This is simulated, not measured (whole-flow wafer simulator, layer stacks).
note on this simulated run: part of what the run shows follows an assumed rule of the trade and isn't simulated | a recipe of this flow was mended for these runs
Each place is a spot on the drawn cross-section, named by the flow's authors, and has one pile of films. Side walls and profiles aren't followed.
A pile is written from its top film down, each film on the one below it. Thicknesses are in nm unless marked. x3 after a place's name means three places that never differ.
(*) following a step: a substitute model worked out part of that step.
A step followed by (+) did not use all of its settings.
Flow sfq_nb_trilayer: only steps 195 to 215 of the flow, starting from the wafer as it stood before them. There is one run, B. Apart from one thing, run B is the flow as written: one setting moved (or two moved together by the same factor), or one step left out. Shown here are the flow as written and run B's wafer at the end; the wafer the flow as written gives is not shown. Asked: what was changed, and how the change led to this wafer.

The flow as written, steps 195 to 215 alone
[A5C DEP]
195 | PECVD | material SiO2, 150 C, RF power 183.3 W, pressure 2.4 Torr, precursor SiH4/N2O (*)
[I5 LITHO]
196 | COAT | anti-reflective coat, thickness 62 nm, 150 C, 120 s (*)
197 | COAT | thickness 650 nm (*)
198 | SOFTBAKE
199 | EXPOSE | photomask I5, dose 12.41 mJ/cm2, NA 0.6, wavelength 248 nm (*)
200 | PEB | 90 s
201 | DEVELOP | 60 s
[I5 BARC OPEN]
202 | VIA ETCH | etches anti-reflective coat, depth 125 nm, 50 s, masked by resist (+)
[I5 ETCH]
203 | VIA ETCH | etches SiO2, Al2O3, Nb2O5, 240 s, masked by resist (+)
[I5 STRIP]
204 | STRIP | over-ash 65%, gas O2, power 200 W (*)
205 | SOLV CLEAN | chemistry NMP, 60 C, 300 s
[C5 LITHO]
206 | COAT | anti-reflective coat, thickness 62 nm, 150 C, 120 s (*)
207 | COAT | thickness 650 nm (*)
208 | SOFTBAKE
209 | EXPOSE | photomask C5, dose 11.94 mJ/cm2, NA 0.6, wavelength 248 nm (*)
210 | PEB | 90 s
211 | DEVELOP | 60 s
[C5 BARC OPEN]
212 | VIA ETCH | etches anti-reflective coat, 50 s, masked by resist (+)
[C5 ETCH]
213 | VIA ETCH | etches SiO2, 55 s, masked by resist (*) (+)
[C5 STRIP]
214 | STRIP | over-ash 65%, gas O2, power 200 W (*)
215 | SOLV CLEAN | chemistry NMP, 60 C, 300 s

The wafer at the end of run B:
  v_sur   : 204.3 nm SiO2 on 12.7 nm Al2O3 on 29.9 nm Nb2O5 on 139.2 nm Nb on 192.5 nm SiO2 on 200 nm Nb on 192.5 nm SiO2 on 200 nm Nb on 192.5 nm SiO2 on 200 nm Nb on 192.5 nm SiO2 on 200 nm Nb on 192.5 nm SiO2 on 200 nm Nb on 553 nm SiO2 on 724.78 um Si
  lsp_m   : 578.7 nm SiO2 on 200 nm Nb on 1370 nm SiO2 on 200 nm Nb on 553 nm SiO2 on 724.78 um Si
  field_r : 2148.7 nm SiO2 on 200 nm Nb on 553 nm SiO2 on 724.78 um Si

The reason: step 195, PECVD: pressure 2.99 Torr was run, whereas the flow has pressure 2.4 Torr.

How this came from the change, step by step:
  195 | PECVD | material SiO2, 150 C, RF power 183.3 W, pressure 2.4 Torr, precursor SiH4/N2O (*)
      field_l, v_sur, via_wl and 92 more: +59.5 SiO2 (it would be, as written: +70 SiO2)
      ce_l, c5j, ce_r and 8 more: +59.5 SiO2 (new film) (it would be, as written: +70 SiO2 (new film))
  203 | VIA ETCH | etches SiO2, Al2O3, Nb2O5, 240 s, masked by resist (+)
      be: -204 SiO2 (all of it), -12.7 Al2O3 (all of it), -29.9 Nb2O5 (all of it), -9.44 Nb (it would be, as written: -214.5 SiO2 (all of it), -12.7 Al2O3 (all of it), -29.9 Nb2O5 (all of it), -8.57 Nb)
  213 | VIA ETCH | etches SiO2, 55 s, masked by resist (*) (+)
      c5j: -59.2 SiO2 (all of it), -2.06 Nb (it would be, as written: -69.7 SiO2 (all of it), -1.19 Nb)
      res: -59.2 SiO2 (all of it), -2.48 Ti (it would be, as written: -69.7 SiO2 (all of it), -1.43 Ti)
